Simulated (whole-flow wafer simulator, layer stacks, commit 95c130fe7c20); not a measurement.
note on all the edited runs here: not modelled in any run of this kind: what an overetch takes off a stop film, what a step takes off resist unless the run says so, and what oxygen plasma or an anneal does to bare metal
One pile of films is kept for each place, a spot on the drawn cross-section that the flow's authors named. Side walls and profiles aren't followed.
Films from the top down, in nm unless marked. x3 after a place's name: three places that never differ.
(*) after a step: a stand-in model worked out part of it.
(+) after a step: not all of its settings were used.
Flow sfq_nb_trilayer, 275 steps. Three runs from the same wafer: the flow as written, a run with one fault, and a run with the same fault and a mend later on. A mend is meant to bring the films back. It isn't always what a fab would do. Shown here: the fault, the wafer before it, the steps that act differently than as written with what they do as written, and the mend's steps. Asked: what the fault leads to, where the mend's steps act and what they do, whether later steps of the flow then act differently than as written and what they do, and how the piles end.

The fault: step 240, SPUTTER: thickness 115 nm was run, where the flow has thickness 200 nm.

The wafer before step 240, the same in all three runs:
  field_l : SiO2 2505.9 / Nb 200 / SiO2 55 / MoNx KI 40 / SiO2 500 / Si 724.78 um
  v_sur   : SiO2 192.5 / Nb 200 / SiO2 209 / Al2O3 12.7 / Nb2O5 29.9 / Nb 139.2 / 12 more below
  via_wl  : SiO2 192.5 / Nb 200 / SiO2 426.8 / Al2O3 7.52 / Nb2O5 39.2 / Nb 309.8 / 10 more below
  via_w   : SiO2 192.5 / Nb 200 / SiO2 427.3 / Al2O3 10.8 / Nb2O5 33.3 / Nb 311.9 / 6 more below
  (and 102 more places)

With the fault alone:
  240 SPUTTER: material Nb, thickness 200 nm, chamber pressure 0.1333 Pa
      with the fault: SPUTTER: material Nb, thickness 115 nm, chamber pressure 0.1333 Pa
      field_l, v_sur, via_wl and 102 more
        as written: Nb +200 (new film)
        with the fault: Nb +115 (new film)
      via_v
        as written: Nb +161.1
        with the fault: Nb +92.5
  Later steps of the flow that act differently than as written (3 more steps differ only slightly, by at most 2% or 0.5 nm, whichever is larger, and aren't shown):
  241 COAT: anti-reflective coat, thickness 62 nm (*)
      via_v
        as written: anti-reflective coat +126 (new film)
        with the fault: anti-reflective coat +121.3 (new film)
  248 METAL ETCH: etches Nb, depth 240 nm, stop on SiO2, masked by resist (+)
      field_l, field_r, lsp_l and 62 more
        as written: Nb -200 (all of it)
        with the fault: Nb -115 (all of it)
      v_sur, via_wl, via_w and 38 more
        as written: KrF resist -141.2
        with the fault: KrF resist -101.5
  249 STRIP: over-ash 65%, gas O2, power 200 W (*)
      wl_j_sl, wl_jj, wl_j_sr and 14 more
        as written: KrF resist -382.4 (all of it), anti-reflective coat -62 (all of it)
        with the fault: KrF resist -422.1 (all of it), anti-reflective coat -62 (all of it)
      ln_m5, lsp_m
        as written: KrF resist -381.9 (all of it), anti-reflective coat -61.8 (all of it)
        with the fault: KrF resist -421.6 (all of it), anti-reflective coat -61.8 (all of it)
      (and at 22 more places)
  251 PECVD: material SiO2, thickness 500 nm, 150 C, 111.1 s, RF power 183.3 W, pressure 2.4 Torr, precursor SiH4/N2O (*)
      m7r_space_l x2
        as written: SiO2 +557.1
        with the fault: SiO2 +500
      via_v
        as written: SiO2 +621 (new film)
        with the fault: SiO2 +595.3 (new film)
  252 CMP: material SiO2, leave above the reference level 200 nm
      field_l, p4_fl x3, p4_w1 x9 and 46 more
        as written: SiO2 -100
        with the fault: SiO2 -185
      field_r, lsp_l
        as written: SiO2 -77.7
        with the fault: SiO2 -172.2
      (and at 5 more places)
  At the end the piles differ from the flow's by more than 2% or 0.5 nm, whichever is larger, at field_l, v_sur, via_wl and 103 more.
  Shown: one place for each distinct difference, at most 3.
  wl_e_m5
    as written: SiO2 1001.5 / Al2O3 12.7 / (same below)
    with the fault: SiO2 916.5 / Al2O3 12.7 / (same below)
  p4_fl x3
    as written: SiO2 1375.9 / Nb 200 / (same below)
    with the fault: SiO2 1290.9 / Nb 200 / (same below)
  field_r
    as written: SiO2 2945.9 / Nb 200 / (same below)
    with the fault: SiO2 2860.9 / Nb 200 / (same below)

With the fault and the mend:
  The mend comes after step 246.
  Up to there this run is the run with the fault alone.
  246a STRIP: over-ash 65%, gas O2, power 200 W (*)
      p4_fl x3, p4_w1 x9, p4_g1 x2 and 46 more
        anti-reflective coat -62 (all of it)
      wl_j_sl, wl_jj, wl_j_sr and 14 more
        KrF resist -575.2 (all of it), anti-reflective coat -62 (all of it)
      field_r, lsp_l, l0_sur, l0v
        anti-reflective coat -61.8 (all of it)
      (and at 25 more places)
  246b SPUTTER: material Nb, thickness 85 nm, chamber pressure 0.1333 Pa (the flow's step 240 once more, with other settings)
      field_l, v_sur, via_wl and 102 more
        Nb +85
      via_v
        Nb +65.3
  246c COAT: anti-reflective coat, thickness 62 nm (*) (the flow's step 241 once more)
      p4_fl x3, p4_w1 x9, p4_g1 x2 and 63 more
        anti-reflective coat +62 (new film)
      field_r, lsp_l, ln_m5, lsp_m, ln_m6, lsp_r, l0_sur, l0v
        anti-reflective coat +61.8 (new film)
      be_r, r_sur, res, r_end, moat
        anti-reflective coat +61.7 (new film)
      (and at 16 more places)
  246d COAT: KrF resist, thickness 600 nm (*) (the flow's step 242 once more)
      p4_fl x3, p4_w1 x9, p4_g1 x2 and 63 more
        KrF resist +600 (new film)
      field_r, lsp_l, ln_m5, lsp_m, ln_m6, l0v
        KrF resist +599.5 (new film)
      r_end, moat
        KrF resist +599.4 (new film)
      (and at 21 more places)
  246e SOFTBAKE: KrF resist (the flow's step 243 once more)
      changes no film at any place that is followed
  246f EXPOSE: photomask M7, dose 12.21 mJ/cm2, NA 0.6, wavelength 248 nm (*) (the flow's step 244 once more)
      changes no film at any place that is followed
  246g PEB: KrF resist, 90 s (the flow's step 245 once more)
      field_l, v_sur, via_wl and 97 more
        KrF resist -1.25
      via_w, via_wr, via_sp, wire, be
        KrF resist -1.24
      via_v
        KrF resist -1.62
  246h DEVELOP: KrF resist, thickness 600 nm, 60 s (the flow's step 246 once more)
      p4_fl x3, p4_w1 x9, p4_g1 x2 and 46 more
        KrF resist -598.7 (all of it)
      v_sur, via_wl, via_w and 38 more
        KrF resist -23.5
      field_r, lsp_l
        KrF resist -598.2 (all of it)
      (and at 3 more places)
  No later step of the flow acts differently than as written, at any place that is followed, by more than 2% or 0.5 nm, whichever is larger.
  At the end the piles differ from the flow's only slightly at the places that both follow, by at most 2% or 0.5 nm, whichever is larger.
